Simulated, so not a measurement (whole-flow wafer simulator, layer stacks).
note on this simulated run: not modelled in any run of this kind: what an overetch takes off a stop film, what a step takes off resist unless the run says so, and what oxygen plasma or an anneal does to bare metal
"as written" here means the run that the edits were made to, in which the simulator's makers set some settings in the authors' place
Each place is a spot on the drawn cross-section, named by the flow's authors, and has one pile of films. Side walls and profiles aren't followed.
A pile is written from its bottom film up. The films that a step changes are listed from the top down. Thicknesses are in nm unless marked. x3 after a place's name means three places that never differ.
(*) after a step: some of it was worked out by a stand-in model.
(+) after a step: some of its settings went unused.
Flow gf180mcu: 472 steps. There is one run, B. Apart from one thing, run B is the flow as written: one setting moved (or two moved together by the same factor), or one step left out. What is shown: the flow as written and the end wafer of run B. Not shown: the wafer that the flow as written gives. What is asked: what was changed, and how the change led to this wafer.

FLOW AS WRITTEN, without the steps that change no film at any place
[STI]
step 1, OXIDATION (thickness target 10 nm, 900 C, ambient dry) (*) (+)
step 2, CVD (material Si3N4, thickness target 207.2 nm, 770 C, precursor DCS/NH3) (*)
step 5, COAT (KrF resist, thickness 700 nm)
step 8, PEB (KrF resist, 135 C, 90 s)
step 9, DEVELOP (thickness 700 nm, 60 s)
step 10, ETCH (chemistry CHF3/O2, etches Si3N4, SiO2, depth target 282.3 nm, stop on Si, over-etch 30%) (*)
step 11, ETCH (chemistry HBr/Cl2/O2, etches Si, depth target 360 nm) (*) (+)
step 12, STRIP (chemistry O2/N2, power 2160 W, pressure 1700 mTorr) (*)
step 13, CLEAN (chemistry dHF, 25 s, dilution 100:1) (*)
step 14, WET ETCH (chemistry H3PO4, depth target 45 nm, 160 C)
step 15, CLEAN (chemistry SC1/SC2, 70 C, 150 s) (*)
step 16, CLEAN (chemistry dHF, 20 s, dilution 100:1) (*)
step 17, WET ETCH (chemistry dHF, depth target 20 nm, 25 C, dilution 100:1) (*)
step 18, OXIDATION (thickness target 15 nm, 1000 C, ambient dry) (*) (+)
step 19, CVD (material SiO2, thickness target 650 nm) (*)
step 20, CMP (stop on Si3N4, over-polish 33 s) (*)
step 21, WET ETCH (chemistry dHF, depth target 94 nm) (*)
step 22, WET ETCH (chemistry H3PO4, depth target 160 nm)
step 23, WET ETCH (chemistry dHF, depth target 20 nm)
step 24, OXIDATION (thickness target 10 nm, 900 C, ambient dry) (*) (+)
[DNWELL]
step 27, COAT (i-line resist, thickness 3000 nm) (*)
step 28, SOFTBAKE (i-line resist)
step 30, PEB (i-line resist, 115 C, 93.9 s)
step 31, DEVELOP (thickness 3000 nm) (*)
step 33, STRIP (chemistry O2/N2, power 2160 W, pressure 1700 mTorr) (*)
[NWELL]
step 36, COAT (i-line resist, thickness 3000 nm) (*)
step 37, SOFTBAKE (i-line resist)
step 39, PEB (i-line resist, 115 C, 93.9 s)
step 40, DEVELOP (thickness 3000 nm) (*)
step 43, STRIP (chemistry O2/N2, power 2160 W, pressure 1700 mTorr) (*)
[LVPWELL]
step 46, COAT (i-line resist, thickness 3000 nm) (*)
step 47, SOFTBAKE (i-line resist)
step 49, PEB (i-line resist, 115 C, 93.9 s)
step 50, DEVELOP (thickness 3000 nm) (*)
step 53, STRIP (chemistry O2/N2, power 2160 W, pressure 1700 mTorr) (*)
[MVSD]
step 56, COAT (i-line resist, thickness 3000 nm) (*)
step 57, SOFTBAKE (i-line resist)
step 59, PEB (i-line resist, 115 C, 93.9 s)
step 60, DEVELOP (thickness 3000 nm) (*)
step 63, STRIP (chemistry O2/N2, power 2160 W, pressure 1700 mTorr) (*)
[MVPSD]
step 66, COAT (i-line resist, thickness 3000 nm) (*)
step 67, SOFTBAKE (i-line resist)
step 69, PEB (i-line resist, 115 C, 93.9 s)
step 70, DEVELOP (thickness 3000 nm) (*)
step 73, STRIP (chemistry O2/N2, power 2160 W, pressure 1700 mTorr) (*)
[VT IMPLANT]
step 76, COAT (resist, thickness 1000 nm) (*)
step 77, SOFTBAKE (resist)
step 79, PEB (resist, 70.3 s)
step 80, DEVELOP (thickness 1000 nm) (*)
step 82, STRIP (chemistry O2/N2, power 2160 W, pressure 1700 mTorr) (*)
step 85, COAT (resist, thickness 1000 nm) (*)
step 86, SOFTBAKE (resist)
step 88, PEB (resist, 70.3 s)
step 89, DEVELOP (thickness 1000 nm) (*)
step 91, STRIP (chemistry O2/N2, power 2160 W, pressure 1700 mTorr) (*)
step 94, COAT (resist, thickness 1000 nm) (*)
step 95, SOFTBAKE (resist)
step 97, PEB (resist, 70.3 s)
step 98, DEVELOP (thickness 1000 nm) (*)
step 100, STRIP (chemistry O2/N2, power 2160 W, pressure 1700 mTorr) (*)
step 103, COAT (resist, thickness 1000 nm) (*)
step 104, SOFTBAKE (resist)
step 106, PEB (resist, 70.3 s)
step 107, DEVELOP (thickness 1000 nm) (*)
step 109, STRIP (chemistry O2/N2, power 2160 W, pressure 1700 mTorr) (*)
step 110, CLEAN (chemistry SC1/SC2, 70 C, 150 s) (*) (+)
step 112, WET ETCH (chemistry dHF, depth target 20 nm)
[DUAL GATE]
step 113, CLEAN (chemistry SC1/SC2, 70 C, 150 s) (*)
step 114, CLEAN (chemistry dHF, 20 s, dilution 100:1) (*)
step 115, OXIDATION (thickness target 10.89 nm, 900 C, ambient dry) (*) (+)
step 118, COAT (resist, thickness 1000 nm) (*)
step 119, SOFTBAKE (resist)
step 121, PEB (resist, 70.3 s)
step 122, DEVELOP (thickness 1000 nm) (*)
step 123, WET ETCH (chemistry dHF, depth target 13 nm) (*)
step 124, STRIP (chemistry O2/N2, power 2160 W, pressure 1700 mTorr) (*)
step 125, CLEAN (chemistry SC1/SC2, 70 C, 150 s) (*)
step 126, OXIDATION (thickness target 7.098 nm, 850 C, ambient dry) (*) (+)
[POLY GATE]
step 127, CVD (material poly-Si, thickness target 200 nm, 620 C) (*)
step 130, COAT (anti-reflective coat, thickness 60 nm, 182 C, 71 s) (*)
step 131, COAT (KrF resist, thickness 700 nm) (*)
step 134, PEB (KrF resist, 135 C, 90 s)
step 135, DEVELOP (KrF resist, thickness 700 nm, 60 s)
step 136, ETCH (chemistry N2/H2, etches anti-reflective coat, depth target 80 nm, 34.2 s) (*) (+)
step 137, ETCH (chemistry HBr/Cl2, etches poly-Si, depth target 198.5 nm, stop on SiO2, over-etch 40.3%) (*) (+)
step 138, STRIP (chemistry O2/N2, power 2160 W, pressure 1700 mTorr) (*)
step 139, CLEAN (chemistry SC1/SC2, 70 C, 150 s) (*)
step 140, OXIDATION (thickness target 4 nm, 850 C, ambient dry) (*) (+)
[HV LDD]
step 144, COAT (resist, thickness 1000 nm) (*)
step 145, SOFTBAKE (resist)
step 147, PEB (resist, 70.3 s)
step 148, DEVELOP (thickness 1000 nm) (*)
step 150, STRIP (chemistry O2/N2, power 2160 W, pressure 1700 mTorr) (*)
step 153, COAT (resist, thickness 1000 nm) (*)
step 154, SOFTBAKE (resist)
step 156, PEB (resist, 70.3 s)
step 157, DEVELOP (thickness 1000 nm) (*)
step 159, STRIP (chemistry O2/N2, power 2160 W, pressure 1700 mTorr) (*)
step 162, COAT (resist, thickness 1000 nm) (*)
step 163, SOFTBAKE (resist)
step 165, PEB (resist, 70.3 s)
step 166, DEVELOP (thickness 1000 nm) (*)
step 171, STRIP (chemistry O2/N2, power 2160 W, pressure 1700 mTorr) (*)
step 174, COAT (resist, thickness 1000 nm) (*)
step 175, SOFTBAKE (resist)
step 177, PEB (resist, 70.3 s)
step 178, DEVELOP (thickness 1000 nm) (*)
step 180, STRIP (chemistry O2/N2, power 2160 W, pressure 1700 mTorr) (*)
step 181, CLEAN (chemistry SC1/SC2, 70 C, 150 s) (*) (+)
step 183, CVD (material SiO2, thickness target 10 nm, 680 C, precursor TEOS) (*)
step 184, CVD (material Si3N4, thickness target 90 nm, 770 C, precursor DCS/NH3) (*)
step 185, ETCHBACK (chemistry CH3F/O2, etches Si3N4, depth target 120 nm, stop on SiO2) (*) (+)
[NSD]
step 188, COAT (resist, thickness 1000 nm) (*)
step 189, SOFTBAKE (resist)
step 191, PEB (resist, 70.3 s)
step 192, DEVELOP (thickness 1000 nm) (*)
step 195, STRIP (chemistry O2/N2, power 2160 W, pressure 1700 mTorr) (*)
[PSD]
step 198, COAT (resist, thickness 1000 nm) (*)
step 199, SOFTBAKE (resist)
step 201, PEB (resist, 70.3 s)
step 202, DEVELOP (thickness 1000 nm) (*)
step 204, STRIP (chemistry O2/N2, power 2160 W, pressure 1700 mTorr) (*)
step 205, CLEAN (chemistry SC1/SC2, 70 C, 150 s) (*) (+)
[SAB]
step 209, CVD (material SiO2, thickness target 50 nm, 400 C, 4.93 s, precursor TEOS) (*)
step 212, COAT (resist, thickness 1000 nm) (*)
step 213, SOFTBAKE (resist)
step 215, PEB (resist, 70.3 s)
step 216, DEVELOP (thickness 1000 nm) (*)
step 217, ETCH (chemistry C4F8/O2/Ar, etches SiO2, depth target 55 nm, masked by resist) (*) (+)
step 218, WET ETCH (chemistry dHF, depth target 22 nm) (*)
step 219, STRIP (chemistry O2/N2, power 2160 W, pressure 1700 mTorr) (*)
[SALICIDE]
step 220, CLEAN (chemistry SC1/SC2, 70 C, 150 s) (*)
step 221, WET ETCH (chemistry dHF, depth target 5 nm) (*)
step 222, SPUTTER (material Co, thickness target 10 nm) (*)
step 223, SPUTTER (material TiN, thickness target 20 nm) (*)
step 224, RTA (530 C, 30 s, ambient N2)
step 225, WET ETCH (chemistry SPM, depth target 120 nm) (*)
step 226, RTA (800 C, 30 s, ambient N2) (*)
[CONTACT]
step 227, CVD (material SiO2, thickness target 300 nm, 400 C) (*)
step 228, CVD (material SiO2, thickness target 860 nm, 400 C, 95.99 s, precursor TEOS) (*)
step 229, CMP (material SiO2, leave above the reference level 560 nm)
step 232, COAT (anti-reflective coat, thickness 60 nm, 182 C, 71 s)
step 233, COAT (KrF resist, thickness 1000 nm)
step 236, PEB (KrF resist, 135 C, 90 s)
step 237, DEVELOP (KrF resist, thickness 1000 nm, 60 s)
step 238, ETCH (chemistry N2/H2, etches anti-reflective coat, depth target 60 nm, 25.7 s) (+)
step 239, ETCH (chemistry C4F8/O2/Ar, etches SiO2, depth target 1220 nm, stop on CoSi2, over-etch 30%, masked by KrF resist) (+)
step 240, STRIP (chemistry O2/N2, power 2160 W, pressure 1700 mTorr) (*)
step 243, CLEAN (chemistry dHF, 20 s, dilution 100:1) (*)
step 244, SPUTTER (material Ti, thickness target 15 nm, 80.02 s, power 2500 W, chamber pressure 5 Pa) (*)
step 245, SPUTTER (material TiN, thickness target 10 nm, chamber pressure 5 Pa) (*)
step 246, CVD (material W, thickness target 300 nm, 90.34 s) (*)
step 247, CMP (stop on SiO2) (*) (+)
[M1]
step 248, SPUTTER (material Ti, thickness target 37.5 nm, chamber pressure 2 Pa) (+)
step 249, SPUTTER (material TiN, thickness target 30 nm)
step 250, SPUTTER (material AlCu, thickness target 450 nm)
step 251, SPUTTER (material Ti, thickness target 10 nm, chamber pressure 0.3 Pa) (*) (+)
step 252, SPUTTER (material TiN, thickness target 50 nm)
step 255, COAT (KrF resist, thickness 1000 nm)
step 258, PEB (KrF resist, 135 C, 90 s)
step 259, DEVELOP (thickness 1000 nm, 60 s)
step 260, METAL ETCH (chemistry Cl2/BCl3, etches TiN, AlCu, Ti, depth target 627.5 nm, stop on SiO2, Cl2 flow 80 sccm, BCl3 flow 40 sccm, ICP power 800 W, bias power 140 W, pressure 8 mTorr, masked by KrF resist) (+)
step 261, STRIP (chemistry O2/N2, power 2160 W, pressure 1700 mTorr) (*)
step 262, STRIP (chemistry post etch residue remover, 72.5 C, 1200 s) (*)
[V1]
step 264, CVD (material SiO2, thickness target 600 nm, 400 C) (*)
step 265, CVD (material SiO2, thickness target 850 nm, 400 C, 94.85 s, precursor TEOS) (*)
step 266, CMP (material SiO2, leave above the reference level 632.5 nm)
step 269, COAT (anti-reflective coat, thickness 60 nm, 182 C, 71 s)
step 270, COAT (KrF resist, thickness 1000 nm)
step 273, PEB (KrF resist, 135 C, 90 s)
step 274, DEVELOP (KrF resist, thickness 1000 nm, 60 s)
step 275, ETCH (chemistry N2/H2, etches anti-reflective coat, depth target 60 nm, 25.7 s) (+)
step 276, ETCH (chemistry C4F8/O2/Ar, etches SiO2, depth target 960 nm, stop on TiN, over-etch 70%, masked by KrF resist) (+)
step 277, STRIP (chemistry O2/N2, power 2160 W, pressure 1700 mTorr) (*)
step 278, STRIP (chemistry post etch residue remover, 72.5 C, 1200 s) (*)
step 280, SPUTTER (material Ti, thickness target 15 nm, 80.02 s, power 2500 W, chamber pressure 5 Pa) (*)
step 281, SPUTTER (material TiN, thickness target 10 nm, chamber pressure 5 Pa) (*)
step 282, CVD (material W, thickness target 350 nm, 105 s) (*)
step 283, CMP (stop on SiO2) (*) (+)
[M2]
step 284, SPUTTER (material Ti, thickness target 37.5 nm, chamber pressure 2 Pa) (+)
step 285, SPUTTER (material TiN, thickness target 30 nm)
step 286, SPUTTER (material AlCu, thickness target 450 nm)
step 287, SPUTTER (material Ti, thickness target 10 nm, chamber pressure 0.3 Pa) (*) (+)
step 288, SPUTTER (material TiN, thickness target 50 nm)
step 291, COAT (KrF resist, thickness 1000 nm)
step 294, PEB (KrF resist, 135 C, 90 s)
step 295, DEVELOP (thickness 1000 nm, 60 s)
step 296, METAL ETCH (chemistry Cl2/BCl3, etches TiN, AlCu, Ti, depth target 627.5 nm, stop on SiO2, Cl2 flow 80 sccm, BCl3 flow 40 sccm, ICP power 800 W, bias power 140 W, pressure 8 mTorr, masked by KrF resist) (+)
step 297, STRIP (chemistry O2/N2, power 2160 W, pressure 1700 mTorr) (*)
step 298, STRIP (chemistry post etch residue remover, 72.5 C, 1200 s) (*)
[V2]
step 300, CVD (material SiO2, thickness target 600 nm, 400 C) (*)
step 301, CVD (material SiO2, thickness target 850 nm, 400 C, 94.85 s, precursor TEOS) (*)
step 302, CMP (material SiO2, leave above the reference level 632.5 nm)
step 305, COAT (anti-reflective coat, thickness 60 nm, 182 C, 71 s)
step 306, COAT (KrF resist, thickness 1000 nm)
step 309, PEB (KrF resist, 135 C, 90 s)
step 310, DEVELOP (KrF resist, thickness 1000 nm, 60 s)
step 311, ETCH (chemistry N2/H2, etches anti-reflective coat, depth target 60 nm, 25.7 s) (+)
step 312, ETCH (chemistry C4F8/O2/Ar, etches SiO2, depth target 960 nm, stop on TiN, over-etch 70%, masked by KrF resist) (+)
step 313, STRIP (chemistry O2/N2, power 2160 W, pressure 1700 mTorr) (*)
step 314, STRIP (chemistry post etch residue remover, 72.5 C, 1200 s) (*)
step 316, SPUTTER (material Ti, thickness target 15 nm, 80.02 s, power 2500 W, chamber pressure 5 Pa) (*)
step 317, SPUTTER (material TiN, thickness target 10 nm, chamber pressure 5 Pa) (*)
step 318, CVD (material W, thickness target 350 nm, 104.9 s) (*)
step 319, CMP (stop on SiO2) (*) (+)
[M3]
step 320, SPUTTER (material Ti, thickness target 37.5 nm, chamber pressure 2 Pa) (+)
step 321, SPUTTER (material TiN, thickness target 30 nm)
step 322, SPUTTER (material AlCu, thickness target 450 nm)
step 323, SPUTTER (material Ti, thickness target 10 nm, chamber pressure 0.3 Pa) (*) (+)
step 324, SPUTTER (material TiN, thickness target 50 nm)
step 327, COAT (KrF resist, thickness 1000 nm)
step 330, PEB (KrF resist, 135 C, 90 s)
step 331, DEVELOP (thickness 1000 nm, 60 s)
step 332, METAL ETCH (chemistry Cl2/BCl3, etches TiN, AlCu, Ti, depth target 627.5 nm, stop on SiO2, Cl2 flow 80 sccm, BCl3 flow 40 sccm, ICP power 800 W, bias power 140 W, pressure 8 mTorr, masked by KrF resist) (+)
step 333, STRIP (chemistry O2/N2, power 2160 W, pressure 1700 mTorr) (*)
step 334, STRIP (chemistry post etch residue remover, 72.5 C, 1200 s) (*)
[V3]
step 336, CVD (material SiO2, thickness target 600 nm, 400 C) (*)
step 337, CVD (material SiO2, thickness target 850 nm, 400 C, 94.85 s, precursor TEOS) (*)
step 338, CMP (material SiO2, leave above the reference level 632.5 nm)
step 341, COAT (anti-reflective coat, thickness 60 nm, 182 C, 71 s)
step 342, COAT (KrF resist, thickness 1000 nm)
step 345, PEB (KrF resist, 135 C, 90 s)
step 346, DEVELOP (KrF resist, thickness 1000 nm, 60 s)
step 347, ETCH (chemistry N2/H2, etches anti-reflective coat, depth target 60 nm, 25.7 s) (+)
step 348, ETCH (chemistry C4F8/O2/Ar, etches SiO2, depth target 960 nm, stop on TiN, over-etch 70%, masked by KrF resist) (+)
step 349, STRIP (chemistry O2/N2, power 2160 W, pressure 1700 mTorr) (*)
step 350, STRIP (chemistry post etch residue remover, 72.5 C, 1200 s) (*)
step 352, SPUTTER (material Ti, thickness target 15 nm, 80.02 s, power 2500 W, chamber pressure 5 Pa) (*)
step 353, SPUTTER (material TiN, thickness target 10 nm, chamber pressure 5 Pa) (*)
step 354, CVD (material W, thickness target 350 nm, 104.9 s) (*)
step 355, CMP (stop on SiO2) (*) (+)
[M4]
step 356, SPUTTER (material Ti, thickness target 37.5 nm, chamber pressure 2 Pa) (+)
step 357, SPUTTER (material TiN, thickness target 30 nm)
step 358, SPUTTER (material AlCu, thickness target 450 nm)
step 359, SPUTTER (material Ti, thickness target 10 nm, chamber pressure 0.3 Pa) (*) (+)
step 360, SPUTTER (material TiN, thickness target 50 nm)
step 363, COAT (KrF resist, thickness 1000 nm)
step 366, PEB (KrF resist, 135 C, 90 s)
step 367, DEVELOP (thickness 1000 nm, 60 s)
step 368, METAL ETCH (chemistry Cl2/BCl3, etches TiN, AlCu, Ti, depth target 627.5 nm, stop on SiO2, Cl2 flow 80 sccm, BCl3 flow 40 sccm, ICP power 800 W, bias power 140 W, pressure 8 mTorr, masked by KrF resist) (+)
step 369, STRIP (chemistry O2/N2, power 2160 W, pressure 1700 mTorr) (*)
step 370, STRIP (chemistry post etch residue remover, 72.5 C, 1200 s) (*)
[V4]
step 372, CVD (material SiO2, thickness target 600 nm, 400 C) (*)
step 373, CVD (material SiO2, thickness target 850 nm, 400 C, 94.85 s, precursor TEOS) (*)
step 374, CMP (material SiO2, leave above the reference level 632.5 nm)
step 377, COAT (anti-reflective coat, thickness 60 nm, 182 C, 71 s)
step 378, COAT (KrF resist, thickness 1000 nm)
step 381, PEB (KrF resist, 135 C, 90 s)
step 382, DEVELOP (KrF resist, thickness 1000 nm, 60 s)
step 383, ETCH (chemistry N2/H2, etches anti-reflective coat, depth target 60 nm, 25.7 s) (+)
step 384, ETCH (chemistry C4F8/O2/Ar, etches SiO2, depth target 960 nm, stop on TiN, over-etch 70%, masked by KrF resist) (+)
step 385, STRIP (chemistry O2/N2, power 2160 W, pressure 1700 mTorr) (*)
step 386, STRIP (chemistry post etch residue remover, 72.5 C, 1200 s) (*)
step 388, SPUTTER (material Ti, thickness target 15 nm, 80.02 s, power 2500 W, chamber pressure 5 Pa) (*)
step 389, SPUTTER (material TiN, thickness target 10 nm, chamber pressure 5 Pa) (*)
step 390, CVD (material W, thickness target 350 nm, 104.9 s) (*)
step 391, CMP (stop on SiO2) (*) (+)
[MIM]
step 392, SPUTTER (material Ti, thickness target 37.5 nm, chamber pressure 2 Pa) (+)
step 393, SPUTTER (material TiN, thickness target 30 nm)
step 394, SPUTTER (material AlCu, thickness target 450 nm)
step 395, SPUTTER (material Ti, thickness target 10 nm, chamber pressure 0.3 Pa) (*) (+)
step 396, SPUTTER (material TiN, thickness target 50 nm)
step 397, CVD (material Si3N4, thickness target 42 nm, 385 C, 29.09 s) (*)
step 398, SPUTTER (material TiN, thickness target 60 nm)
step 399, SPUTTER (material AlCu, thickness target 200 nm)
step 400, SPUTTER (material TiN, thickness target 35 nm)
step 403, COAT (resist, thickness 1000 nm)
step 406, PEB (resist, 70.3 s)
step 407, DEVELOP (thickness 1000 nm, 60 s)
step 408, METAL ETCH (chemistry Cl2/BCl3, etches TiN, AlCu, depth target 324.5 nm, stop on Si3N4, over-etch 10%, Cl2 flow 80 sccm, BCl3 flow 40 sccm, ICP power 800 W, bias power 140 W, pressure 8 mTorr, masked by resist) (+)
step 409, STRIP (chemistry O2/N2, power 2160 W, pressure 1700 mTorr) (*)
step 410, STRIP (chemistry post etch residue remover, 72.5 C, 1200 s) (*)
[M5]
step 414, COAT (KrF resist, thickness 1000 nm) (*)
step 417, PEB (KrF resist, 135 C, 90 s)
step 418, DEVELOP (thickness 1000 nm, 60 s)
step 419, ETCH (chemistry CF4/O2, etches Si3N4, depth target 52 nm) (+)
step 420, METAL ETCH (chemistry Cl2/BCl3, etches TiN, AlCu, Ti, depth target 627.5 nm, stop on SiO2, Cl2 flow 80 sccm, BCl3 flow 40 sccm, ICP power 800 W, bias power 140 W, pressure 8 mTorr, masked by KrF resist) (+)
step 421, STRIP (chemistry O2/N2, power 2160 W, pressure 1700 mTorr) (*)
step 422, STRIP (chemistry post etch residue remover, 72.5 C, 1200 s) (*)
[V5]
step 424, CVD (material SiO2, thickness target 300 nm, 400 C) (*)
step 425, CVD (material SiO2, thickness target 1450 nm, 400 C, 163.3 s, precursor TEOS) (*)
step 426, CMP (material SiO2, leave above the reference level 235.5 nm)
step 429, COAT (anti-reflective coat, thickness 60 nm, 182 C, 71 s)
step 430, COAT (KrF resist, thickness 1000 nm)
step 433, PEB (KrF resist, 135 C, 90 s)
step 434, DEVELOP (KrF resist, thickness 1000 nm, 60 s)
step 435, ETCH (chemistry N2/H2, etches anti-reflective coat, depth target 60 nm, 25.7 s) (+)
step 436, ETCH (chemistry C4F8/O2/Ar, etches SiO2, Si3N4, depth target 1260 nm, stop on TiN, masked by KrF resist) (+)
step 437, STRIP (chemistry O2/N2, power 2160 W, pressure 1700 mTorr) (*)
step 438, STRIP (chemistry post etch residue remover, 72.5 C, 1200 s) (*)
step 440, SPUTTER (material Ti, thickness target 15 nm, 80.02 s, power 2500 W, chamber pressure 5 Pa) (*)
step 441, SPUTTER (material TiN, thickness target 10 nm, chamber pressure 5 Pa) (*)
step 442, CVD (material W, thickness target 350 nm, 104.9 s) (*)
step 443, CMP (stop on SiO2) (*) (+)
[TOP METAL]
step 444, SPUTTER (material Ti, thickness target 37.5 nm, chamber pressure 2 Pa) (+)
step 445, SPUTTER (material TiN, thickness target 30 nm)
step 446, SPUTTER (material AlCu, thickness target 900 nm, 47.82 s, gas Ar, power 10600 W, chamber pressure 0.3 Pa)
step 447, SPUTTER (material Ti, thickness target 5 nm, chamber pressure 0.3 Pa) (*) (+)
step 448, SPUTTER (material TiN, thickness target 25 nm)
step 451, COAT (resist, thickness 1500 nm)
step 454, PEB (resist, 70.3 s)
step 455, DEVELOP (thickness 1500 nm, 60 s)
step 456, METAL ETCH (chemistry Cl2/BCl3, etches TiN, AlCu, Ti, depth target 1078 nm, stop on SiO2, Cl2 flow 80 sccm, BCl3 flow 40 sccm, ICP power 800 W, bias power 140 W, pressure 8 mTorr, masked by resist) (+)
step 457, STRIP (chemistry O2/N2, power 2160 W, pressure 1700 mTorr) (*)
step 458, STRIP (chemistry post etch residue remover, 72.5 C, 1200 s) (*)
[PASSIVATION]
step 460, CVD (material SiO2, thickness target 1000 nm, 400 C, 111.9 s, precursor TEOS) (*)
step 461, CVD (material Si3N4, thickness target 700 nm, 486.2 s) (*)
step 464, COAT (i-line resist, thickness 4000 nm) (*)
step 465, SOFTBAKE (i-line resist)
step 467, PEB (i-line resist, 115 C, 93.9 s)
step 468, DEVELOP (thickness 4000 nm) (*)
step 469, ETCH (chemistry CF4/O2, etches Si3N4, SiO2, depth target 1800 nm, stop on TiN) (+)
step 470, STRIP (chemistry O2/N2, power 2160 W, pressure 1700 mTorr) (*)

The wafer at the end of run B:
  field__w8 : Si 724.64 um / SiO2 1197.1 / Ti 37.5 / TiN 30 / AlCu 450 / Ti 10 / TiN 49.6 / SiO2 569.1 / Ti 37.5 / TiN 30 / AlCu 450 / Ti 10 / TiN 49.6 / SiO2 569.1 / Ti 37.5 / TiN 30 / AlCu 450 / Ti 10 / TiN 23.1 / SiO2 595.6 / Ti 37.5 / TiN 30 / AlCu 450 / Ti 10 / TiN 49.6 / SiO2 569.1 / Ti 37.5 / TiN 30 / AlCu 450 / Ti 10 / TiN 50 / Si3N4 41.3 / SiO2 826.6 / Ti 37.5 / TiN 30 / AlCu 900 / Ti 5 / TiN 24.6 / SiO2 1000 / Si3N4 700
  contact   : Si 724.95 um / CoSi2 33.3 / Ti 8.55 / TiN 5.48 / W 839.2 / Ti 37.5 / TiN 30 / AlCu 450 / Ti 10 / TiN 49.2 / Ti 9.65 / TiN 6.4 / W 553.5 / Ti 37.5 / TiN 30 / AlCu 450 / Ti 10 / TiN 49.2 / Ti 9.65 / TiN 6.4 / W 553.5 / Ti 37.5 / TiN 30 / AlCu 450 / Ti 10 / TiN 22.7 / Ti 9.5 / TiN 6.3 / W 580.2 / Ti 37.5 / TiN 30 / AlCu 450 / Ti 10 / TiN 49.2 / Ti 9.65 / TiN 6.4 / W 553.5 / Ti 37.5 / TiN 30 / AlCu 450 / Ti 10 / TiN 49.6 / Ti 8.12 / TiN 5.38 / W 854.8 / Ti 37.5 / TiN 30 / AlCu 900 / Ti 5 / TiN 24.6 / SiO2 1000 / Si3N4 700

Cause: step 324, SPUTTER: thickness target 23.5 nm was run, while the flow as written has thickness target 50 nm.

Step by step, how the change led to this:
  step 324, SPUTTER (material TiN, thickness target 50 nm)
      field, field__w1, field__w2 and 108 more: +23.5 TiN (new film) (as written it would have been: +50 TiN (new film))
  step 332, METAL ETCH (chemistry Cl2/BCl3, etches TiN, AlCu, Ti, depth target 627.5 nm, stop on SiO2, Cl2 flow 80 sccm, BCl3 flow 40 sccm, ICP power 800 W, bias power 140 W, pressure 8 mTorr, masked by KrF resist) (+)
      field, field__w1, field__w2 and 103 more: -23.5 TiN (all of it), -10 Ti (all of it), -450 AlCu (all of it), -30 TiN (all of it), -37.5 Ti (all of it) (as written it would have been: -50 TiN (all of it), -10 Ti (all of it), -450 AlCu (all of it), -30 TiN (all of it), -37.5 Ti (all of it))
  step 338, CMP (material SiO2, leave above the reference level 632.5 nm)
      field__w8, contact, m1, m1__w1, m1_nw: -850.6 SiO2 (as written it would have been: -877.1 SiO2)
  step 348, ETCH (chemistry C4F8/O2/Ar, etches SiO2, depth target 960 nm, stop on TiN, over-etch 70%, masked by KrF resist) (+)
      contact: -599 SiO2 (all of it) (as written it would have been: -572.5 SiO2 (all of it))
  step 354, CVD (material W, thickness target 350 nm, 104.9 s) (*)
      contact: +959 W (new film) (as written it would have been: +932.3 W (new film))
